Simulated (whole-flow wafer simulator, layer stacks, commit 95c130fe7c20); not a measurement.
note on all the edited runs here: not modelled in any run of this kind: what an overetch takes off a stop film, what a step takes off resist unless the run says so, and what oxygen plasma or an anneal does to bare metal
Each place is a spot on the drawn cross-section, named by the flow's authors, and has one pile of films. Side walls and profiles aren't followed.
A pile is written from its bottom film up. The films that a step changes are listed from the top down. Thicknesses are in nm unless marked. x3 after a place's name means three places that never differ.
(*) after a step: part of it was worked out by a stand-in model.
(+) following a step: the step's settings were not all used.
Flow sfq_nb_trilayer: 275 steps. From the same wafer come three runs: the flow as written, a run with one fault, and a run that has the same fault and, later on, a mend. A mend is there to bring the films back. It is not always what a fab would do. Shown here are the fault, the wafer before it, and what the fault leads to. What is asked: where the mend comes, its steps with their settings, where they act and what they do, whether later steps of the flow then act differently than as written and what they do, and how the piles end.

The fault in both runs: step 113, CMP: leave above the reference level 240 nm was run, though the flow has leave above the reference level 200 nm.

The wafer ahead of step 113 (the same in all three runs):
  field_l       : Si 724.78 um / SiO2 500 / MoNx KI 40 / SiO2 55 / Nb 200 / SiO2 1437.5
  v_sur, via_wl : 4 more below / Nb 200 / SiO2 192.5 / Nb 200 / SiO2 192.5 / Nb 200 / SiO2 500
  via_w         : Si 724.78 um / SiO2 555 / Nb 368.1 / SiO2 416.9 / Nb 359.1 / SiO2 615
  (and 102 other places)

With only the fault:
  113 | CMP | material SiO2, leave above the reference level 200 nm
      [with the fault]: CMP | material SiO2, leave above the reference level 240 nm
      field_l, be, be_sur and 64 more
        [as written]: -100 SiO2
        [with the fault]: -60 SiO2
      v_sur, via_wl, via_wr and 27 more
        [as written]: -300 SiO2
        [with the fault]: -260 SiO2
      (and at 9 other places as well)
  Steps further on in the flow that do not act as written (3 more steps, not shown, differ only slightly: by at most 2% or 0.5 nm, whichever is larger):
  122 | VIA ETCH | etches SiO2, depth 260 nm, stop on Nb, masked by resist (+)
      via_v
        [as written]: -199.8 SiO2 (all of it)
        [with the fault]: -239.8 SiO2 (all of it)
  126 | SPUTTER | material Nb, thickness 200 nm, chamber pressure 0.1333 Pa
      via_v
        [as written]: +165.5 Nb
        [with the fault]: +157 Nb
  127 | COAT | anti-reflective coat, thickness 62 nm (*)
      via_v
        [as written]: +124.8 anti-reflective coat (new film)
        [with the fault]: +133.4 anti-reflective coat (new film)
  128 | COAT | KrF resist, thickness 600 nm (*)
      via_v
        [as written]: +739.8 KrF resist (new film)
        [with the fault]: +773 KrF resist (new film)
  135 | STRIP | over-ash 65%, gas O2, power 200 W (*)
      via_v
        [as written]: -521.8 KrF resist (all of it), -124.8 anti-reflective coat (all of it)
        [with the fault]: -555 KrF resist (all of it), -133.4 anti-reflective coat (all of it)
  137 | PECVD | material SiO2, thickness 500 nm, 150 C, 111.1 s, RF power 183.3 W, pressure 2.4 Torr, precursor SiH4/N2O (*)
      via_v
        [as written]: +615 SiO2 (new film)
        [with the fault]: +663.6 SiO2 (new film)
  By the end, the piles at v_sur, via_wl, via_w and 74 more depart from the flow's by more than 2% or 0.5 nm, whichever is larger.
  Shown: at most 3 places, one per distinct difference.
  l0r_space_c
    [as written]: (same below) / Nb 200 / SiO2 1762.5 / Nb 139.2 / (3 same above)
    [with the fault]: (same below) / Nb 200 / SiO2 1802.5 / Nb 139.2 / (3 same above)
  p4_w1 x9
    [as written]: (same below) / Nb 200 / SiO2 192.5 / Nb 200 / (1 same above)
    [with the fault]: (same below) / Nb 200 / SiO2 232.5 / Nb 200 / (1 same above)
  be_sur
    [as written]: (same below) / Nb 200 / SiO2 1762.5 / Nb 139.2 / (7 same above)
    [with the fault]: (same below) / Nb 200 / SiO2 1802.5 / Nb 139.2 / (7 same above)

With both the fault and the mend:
  The mend stands after step 120.
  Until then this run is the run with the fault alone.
  120a | STRIP | over-ash 65%, gas O2, power 200 W (*)
      field_l, v_sur, via_wl and 102 more
        -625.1 KrF resist (all of it), -62 anti-reflective coat (all of it)
      via_v
        -62 anti-reflective coat (all of it)
  120b | CMP | material SiO2, leave above the reference level 200 nm (a further turn of the flow's step 113)
      field_l, v_sur, via_wl and 103 more
        -40 SiO2
  120c | COAT | anti-reflective coat, thickness 62 nm (a further turn of the flow's step 115)
      field_l, v_sur, via_wl and 103 more
        +62 anti-reflective coat (new film)
  120d | COAT | KrF resist, thickness 650 nm (a further turn of the flow's step 116)
      field_l, v_sur, via_wl and 103 more
        +650 KrF resist (new film)
  120e | SOFTBAKE | KrF resist (a further turn of the flow's step 117)
      leaves every film unchanged at each place that is followed
  120f | EXPOSE | photomask I3, dose 11.91 mJ/cm2, NA 0.6, wavelength 248 nm (*) (a further turn of the flow's step 118)
      leaves every film unchanged at each place that is followed
  120g | PEB | KrF resist, 90 s (a further turn of the flow's step 119)
      field_l, v_sur, via_wl and 103 more
        -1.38 KrF resist
  120h | DEVELOP | KrF resist, thickness 650 nm, 60 s (a further turn of the flow's step 120)
      field_l, v_sur, via_wl and 102 more
        -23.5 KrF resist
      via_v
        -648.6 KrF resist (all of it)
  None of the later steps of the flow acts differently than as written at any place that is followed.
  By the end, the piles equal the flow's at every place that both follow.
